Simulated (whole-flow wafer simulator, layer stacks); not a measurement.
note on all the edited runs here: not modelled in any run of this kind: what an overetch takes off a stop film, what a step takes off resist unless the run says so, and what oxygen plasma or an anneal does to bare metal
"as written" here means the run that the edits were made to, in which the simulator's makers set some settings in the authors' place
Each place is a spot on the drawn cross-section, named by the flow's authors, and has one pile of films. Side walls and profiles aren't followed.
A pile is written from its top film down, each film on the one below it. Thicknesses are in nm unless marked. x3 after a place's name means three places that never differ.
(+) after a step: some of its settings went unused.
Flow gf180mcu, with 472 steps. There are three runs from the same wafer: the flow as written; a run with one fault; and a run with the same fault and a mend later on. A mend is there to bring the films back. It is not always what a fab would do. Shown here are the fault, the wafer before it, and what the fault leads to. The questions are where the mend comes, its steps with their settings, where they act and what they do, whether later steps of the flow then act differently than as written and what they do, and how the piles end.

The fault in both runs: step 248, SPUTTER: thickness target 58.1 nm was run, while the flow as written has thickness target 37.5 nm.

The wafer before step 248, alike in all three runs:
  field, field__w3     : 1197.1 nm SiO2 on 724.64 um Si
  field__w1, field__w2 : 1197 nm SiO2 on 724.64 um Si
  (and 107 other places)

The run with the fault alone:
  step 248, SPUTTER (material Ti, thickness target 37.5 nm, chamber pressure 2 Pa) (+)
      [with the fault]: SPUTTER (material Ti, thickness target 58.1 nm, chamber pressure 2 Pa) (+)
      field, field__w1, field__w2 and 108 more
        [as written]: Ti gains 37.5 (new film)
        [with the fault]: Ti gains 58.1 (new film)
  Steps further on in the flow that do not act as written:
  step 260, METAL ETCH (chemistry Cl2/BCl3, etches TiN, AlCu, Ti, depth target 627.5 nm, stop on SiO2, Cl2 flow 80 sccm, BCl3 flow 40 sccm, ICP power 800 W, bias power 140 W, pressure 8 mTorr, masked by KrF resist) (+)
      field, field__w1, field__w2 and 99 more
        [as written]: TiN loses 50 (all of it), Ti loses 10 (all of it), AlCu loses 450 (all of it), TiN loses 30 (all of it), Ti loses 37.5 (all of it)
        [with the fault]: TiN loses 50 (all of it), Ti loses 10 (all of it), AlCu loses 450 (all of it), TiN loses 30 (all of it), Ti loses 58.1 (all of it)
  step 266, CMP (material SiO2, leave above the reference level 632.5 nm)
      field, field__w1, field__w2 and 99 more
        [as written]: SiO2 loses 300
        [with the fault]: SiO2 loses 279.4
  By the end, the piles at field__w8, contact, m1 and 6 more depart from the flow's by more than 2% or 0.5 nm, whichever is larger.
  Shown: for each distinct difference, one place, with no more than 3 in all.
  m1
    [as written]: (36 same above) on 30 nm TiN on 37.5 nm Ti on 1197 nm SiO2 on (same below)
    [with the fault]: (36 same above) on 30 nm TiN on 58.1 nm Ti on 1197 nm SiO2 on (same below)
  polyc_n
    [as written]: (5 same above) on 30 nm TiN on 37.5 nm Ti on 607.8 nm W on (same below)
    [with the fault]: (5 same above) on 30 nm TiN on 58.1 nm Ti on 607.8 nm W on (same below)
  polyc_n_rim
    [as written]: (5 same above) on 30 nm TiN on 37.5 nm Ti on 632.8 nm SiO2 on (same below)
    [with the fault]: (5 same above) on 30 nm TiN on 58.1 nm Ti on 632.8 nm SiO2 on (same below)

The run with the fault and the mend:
  The mend follows step 248.
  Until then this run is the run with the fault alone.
  step 248a, METAL ETCH (chemistry Cl2/BCl3, etches TiN, AlCu, Ti, depth target 20.6 nm, Cl2 flow 80 sccm, BCl3 flow 40 sccm, ICP power 800 W, bias power 140 W, pressure 8 mTorr)
      field, field__w1, field__w2 and 108 more
        Ti loses 20.6
  Later steps of the flow that are run all act as written at every place that is followed.
  By the end, the piles equal the flow's at every place that both follow.
